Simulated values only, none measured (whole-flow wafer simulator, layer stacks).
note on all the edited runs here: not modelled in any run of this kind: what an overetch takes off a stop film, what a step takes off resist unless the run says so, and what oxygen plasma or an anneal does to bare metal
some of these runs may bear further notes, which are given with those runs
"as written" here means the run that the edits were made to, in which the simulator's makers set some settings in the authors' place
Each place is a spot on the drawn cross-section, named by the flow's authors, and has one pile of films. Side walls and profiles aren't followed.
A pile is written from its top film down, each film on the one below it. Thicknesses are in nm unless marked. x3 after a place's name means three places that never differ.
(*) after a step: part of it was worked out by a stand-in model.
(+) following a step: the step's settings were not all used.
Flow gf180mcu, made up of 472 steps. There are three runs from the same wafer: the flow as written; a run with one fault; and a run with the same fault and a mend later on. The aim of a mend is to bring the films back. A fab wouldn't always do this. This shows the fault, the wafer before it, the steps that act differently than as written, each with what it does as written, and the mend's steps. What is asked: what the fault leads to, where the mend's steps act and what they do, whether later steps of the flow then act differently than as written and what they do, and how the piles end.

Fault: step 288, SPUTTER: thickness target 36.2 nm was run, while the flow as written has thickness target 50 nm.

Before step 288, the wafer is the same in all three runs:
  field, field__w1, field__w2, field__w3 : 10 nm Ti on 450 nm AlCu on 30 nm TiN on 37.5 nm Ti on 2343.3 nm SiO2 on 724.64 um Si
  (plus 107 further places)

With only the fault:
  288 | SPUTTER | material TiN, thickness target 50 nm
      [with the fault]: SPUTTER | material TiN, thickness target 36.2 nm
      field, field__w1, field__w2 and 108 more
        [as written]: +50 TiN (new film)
        [with the fault]: +36.2 TiN (new film)
  Later steps of the flow acting differently than as written (not shown: 4 more steps that differ only slightly, by at most 2% or 0.5 nm, whichever is larger):
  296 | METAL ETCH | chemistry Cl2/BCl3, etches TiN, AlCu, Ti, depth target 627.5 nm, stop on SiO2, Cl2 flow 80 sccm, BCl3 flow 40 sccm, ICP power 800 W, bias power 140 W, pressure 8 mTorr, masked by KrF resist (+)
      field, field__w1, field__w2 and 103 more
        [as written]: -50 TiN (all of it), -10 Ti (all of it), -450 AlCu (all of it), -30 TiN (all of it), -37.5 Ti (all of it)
        [with the fault]: -36.2 TiN (all of it), -10 Ti (all of it), -450 AlCu (all of it), -30 TiN (all of it), -37.5 Ti (all of it)
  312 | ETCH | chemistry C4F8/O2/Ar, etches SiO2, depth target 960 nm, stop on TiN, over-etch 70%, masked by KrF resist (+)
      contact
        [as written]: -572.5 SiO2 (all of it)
        [with the fault]: -586.3 SiO2 (all of it)
  The piles end different from the flow's at field__w8, contact, m1, m1__w1, m1_nw by more than 2% or 0.5 nm, whichever is larger.
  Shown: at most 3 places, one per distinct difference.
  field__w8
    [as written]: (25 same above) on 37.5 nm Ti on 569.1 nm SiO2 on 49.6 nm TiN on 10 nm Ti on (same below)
    [with the fault]: (25 same above) on 37.5 nm Ti on 582.9 nm SiO2 on 35.8 nm TiN on 10 nm Ti on (same below)
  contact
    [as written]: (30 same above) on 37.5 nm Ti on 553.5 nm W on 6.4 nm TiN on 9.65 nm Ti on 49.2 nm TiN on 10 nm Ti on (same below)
    [with the fault]: (30 same above) on 37.5 nm Ti on 567.4 nm W on 6.35 nm TiN on 9.58 nm Ti on 35.4 nm TiN on 10 nm Ti on (same below)

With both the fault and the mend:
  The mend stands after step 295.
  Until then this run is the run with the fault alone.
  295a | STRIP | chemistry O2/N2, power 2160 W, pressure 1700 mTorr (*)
      field__w8, contact, m1, m1__w1, m1_nw
        -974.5 KrF resist (all of it)
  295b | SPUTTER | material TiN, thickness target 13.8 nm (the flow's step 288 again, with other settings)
      field, field__w1, field__w2 and 108 more
        +13.8 TiN
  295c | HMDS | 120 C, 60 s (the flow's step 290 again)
      leaves every film unchanged at each place that is followed
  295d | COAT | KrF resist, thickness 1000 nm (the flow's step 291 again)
      field, field__w1, field__w2 and 108 more
        +1000 KrF resist (new film)
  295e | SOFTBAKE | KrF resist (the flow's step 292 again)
      leaves every film unchanged at each place that is followed
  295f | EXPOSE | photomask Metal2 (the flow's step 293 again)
      leaves every film unchanged at each place that is followed
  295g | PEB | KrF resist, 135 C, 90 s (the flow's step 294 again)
      field, field__w1, field__w2 and 108 more
        -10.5 KrF resist
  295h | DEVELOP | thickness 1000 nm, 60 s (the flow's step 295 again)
      field, field__w1, field__w2 and 103 more
        -989.5 KrF resist (all of it)
      field__w8, contact, m1, m1__w1, m1_nw
        -14.9 KrF resist
  None of the later steps of the flow acts differently than as written at any place that is followed.
  The piles end the same as the flow's at every place that both follow.
